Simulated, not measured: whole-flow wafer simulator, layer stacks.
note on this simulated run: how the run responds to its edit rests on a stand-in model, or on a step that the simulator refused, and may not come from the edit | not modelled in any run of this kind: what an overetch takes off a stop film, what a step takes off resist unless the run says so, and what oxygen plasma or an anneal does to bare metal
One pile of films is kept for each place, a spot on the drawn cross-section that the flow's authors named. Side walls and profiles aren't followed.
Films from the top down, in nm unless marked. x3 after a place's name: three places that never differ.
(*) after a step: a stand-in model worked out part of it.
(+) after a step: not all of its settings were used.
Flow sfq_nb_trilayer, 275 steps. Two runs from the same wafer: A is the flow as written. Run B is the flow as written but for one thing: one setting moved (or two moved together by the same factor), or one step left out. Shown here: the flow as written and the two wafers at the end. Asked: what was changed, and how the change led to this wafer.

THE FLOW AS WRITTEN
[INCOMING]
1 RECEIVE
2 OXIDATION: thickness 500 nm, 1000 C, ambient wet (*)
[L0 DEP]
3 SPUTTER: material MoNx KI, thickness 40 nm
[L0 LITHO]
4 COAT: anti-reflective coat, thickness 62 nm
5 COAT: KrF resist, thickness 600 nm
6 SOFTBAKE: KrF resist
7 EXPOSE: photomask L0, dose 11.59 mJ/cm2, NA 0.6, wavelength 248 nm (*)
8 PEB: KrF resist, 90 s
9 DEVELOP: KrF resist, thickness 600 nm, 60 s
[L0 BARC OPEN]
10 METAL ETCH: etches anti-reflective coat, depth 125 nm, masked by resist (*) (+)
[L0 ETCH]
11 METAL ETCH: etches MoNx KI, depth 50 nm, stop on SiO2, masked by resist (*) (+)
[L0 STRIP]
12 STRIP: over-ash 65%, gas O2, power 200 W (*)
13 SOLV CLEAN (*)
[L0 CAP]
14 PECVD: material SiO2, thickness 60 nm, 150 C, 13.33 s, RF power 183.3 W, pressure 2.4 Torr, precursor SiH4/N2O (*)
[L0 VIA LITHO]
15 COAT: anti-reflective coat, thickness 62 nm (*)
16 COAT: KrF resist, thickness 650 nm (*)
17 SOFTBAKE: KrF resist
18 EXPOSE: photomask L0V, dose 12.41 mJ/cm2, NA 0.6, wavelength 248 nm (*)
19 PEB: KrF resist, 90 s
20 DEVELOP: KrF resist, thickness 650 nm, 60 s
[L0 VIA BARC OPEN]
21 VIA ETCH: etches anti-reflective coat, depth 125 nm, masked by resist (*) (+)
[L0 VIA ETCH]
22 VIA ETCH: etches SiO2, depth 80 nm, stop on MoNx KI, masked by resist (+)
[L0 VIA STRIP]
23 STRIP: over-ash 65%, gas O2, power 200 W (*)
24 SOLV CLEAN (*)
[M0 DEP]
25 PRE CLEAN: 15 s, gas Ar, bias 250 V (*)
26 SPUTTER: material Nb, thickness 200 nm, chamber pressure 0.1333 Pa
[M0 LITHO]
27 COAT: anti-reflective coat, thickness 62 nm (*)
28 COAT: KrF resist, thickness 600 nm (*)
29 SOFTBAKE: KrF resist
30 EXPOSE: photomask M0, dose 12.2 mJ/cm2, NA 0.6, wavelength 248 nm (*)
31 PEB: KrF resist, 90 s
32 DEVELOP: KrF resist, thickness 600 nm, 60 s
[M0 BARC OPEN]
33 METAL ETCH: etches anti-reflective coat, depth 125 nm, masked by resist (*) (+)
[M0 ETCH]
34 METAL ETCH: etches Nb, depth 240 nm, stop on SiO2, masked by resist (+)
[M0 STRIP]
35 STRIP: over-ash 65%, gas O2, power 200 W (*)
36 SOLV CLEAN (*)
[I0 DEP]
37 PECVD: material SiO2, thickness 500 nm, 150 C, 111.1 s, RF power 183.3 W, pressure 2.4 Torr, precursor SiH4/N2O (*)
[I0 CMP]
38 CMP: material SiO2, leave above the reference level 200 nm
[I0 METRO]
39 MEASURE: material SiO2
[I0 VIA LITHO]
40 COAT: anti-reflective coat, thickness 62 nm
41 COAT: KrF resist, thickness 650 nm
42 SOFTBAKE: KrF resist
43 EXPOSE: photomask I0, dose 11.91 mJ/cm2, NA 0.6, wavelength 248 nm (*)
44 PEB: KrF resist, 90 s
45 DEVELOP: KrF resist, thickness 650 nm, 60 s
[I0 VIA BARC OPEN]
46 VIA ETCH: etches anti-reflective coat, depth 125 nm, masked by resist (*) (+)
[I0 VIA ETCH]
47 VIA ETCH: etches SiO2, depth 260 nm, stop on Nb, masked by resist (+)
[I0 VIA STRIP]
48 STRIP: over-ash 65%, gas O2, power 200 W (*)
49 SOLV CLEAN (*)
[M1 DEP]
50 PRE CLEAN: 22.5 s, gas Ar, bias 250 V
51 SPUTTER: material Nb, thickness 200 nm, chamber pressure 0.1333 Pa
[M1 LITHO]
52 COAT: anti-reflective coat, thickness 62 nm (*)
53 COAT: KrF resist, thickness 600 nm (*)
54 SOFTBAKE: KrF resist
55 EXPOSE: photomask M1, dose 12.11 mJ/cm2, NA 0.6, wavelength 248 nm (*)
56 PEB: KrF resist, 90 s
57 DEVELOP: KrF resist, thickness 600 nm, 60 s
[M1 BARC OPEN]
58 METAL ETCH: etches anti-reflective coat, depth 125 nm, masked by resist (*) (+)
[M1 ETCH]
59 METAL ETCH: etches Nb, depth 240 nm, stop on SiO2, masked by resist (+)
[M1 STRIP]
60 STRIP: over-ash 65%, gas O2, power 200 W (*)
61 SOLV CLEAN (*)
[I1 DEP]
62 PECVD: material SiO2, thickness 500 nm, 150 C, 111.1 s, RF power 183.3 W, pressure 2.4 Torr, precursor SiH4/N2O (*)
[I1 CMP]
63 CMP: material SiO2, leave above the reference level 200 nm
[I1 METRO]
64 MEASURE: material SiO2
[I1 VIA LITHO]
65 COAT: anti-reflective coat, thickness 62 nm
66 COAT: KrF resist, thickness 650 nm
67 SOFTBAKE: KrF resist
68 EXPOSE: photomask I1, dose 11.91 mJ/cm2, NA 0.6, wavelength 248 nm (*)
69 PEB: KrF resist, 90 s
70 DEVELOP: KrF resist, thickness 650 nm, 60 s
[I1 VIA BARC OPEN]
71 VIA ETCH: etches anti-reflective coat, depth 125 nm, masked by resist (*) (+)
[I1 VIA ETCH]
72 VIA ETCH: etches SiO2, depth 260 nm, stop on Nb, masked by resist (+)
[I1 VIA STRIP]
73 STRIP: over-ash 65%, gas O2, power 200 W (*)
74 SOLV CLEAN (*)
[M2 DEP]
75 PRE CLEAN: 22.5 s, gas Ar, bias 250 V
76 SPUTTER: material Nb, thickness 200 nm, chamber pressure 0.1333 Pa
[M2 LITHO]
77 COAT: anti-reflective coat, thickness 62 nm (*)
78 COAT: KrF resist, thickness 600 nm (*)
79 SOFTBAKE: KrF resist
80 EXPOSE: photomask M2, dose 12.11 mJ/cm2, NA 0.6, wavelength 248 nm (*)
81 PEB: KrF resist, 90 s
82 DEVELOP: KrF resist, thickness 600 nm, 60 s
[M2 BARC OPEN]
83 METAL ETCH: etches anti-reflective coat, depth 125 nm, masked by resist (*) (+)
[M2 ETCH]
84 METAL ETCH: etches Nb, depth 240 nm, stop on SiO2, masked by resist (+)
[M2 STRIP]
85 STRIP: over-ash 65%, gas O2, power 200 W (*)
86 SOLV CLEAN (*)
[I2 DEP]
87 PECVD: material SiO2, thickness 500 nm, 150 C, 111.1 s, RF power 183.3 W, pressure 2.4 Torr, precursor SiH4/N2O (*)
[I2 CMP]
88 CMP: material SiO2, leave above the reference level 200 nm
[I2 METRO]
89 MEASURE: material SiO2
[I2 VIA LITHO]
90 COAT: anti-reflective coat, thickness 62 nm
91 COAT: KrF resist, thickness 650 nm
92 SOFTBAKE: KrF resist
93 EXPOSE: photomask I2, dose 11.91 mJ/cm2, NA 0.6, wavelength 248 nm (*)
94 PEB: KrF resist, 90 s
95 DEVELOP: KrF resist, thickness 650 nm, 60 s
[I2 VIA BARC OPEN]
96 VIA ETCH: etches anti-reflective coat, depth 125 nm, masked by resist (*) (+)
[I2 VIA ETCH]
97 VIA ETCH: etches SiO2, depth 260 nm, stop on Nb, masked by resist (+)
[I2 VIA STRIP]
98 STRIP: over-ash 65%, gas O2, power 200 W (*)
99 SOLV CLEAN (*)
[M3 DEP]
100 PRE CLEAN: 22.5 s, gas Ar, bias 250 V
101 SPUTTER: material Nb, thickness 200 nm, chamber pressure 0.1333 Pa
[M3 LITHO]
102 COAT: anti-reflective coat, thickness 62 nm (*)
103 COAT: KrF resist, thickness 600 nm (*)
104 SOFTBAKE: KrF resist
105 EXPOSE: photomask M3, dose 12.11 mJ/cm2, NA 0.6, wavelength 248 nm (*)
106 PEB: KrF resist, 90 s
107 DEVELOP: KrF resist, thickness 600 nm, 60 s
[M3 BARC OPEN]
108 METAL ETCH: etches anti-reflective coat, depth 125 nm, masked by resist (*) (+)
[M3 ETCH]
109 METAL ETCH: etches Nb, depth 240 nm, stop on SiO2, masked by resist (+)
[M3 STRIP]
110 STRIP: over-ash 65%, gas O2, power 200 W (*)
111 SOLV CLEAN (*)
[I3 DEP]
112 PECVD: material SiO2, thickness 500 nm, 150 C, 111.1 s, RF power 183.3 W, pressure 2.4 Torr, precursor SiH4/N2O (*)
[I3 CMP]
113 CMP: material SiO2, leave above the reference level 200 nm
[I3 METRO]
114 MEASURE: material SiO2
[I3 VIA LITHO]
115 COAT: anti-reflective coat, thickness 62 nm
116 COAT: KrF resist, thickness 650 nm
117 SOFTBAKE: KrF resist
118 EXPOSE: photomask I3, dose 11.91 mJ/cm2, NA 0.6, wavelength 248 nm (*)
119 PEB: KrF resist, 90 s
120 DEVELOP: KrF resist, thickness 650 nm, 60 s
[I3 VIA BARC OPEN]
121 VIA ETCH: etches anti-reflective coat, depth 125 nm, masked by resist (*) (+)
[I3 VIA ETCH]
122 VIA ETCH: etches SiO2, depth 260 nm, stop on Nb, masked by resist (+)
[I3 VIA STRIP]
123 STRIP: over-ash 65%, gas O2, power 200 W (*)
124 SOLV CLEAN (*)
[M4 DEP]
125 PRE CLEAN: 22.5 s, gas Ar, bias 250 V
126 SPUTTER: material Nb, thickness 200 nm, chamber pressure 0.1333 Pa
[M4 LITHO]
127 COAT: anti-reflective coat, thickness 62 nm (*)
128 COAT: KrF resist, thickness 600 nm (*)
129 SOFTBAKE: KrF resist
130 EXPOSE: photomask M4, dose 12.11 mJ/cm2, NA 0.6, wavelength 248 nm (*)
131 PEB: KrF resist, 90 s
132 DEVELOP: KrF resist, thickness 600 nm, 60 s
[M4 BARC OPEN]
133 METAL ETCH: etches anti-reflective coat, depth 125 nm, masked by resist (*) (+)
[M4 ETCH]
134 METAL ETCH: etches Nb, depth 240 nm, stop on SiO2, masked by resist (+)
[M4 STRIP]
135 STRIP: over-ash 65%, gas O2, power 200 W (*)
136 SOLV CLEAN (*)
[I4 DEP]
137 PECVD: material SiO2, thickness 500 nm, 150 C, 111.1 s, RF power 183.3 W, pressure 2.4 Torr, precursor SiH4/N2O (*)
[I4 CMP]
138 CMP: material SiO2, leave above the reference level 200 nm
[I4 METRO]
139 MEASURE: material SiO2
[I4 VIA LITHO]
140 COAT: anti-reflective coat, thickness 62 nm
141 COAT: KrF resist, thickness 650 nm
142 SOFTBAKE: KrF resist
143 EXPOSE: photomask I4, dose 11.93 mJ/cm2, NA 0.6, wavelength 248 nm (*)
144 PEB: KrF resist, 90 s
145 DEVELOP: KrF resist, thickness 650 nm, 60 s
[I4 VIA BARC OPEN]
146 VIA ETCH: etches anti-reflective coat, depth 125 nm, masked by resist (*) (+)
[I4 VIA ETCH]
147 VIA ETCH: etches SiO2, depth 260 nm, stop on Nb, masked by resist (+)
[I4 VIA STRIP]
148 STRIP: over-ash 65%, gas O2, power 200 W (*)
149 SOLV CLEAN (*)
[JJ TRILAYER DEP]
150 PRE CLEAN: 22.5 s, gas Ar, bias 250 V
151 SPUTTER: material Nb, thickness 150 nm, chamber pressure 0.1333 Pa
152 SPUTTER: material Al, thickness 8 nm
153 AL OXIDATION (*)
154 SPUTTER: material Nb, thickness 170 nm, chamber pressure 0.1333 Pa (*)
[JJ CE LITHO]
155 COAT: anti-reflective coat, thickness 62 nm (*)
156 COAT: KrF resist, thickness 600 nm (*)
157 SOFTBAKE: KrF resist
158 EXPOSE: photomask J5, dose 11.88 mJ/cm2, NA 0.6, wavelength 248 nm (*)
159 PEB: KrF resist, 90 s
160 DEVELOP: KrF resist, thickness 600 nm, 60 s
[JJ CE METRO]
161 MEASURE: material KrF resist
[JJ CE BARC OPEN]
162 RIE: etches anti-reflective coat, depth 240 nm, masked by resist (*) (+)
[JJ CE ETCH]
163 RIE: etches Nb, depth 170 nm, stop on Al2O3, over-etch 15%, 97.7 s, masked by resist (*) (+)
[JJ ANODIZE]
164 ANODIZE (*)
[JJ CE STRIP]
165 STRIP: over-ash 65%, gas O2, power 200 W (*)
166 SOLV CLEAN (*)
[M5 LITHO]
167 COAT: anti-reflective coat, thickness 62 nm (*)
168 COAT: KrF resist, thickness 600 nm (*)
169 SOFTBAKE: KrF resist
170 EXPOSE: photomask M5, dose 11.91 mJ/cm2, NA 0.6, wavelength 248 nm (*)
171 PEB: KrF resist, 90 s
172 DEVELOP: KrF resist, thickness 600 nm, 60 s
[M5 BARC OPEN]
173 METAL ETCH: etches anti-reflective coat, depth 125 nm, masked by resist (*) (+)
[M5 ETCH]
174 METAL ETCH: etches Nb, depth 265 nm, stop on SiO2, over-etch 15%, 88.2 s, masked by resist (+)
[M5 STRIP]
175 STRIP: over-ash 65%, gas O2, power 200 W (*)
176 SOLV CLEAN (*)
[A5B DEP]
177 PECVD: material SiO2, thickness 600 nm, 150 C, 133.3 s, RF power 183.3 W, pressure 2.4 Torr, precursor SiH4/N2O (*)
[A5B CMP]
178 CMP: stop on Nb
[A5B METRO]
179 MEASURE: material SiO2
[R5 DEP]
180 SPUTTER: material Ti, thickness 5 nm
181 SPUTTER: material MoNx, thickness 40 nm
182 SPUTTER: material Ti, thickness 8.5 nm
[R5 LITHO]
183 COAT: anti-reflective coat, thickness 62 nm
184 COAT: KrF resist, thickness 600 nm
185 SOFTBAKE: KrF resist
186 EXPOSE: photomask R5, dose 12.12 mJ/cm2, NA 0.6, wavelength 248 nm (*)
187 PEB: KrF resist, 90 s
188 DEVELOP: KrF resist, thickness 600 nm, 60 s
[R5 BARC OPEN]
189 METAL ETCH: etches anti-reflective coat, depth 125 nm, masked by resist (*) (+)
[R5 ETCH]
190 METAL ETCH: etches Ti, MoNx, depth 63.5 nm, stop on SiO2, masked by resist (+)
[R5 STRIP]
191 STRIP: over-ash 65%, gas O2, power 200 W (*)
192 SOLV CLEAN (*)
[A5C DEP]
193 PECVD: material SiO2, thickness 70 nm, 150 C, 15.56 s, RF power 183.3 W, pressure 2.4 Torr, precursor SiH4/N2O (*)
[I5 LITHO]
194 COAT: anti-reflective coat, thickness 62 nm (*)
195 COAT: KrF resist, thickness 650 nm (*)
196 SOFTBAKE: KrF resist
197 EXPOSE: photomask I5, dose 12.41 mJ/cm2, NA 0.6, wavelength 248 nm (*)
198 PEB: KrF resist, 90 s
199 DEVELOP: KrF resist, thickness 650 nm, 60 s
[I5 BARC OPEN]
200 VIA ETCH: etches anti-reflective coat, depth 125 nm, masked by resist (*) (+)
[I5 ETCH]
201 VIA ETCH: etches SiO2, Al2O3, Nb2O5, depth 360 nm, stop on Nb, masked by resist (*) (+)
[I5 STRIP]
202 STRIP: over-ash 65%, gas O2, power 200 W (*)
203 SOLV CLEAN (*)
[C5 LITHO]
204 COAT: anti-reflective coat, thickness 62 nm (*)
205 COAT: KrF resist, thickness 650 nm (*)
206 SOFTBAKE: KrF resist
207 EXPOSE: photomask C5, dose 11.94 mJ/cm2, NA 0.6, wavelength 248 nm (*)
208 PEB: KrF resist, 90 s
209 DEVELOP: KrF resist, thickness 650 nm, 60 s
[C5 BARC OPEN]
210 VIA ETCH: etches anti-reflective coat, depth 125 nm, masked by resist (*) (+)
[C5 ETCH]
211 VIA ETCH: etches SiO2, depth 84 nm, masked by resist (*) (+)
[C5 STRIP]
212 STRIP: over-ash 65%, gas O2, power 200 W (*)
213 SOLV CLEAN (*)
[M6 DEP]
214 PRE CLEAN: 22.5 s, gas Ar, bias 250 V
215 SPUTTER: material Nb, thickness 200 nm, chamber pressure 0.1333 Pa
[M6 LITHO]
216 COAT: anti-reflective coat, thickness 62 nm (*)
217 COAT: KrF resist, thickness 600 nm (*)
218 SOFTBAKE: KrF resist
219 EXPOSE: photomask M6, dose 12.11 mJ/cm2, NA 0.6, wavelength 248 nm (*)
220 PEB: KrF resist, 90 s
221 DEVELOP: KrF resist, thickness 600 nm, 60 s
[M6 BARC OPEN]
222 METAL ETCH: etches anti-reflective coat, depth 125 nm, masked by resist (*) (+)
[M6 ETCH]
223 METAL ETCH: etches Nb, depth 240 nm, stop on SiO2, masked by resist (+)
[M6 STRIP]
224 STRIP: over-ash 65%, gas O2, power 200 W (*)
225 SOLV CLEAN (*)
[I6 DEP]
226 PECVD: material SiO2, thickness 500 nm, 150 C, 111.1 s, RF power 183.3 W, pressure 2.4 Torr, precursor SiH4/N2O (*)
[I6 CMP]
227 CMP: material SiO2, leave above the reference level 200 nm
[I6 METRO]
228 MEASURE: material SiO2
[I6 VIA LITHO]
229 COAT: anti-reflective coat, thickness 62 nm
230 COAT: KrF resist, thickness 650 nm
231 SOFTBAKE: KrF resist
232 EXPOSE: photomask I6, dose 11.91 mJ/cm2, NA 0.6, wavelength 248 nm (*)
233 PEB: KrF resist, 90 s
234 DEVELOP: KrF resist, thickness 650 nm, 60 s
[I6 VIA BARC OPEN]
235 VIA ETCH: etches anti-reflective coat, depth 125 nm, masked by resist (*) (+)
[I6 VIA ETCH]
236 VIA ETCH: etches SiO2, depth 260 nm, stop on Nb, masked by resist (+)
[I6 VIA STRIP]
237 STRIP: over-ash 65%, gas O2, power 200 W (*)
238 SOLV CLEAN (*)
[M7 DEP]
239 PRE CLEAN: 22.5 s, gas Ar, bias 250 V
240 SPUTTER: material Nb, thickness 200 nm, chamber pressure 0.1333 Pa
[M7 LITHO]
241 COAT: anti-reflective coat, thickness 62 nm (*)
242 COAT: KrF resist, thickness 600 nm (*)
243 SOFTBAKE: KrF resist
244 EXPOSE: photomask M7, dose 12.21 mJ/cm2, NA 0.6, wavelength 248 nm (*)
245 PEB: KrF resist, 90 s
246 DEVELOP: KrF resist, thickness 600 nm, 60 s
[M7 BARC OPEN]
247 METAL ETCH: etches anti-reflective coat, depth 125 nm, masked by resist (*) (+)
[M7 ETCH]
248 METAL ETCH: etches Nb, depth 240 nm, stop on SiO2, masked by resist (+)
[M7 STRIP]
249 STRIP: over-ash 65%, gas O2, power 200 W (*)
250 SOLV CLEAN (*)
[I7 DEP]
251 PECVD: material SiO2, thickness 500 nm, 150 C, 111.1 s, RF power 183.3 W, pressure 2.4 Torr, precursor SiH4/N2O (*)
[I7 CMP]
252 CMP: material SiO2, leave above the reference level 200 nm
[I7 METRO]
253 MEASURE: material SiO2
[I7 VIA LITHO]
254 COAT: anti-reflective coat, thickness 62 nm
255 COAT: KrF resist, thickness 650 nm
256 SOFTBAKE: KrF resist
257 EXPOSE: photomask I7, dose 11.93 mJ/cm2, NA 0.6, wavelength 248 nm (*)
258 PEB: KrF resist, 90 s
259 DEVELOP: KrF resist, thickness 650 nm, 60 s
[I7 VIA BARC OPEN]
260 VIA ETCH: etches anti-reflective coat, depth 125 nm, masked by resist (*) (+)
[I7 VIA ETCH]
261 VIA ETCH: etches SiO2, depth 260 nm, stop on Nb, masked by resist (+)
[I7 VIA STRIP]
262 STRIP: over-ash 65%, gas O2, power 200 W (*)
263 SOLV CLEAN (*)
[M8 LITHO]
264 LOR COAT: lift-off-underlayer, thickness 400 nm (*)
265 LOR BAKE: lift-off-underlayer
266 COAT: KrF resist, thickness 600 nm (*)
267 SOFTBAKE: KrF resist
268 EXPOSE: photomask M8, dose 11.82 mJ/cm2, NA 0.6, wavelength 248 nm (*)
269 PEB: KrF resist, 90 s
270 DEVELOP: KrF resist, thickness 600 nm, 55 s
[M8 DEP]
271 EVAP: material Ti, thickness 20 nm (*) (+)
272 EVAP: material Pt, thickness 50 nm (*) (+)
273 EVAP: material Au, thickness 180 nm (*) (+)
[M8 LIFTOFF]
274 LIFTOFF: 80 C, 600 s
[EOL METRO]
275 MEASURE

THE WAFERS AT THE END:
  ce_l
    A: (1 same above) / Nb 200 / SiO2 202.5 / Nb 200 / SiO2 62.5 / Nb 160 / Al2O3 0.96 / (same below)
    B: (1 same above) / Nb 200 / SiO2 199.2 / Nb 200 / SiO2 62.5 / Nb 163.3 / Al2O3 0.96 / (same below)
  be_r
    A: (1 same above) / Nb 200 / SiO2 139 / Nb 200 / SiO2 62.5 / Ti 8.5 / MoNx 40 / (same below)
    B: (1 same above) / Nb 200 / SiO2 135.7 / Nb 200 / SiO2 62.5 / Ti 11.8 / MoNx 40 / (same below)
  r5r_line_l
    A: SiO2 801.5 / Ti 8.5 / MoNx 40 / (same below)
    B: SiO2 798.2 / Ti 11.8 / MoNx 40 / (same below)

The cause: step 182, SPUTTER: thickness 11.8 nm was run, where the flow has thickness 8.5 nm.
It can be read off the wafer: be_r has Ti 11.8, and step 182 as written asks for 8.5 nm.

How the change led to this, step by step:
  182 SPUTTER: material Ti, thickness 8.5 nm
      field_l, v_sur, via_wl and 103 more: A Ti +8.5 (new film) | B Ti +11.8 (new film)
  190 METAL ETCH: etches Ti, MoNx, depth 63.5 nm, stop on SiO2, masked by resist (+)
      field_l, v_sur, via_wl and 92 more: A Ti -8.5 (all of it), MoNx -40 (all of it), Ti -5 (all of it) | B Ti -11.8 (all of it), MoNx -40 (all of it), Ti -5 (all of it)
      ce_l, c5j, ce_r, wl_jj: A Ti -8.5 (all of it), MoNx -40 (all of it), Ti -5 (all of it), Nb -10 | B Ti -11.8 (all of it), MoNx -40 (all of it), Ti -5 (all of it), Nb -6.7
  194 COAT: anti-reflective coat, thickness 62 nm (*)
      ce_l: A anti-reflective coat +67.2 (new film) | B anti-reflective coat +65.7 (new film)
      ce_r: A anti-reflective coat +68.1 (new film) | B anti-reflective coat +66.5 (new film)
  202 STRIP: over-ash 65%, gas O2, power 200 W (*)
      ce_l: A KrF resist -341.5 (all of it), anti-reflective coat -67.2 (all of it) | B KrF resist -340.6 (all of it), anti-reflective coat -65.7 (all of it)
      ce_r: A KrF resist -346.1 (all of it), anti-reflective coat -68.1 (all of it) | B KrF resist -345.6 (all of it), anti-reflective coat -66.5 (all of it)
  204 COAT: anti-reflective coat, thickness 62 nm (*)
      ce_l: A anti-reflective coat +66 (new film) | B anti-reflective coat +64.6 (new film)
      ce_r: A anti-reflective coat +67.2 (new film) | B anti-reflective coat +65.6 (new film)
  212 STRIP: over-ash 65%, gas O2, power 200 W (*)
      ce_l: A KrF resist -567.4 (all of it), anti-reflective coat -66 (all of it) | B KrF resist -566.8 (all of it), anti-reflective coat -64.6 (all of it)
      ce_r: A KrF resist -573.7 (all of it), anti-reflective coat -67.2 (all of it) | B KrF resist -573.5 (all of it), anti-reflective coat -65.6 (all of it)
  216 COAT: anti-reflective coat, thickness 62 nm (*)
      ce_l: A anti-reflective coat +48 (new film) | B anti-reflective coat +47 (new film)
      ce_r: A anti-reflective coat +48.8 (new film) | B anti-reflective coat +47.7 (new film)
      (and at 1 more place)
  224 STRIP: over-ash 65%, gas O2, power 200 W (*)
      ce_l: A KrF resist -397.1 (all of it), anti-reflective coat -48 (all of it) | B KrF resist -395.8 (all of it), anti-reflective coat -47 (all of it)
      ce_r: A KrF resist -403.5 (all of it), anti-reflective coat -48.8 (all of it) | B KrF resist -402.7 (all of it), anti-reflective coat -47.7 (all of it)
      (and at 1 more place)
  227 CMP: material SiO2, leave above the reference level 200 nm
      r5r_line_l, r5r_spacepad_l, r5r_spacepad_r, r5r_line_c, r5r_line_r: A SiO2 -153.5 | B SiO2 -156.8
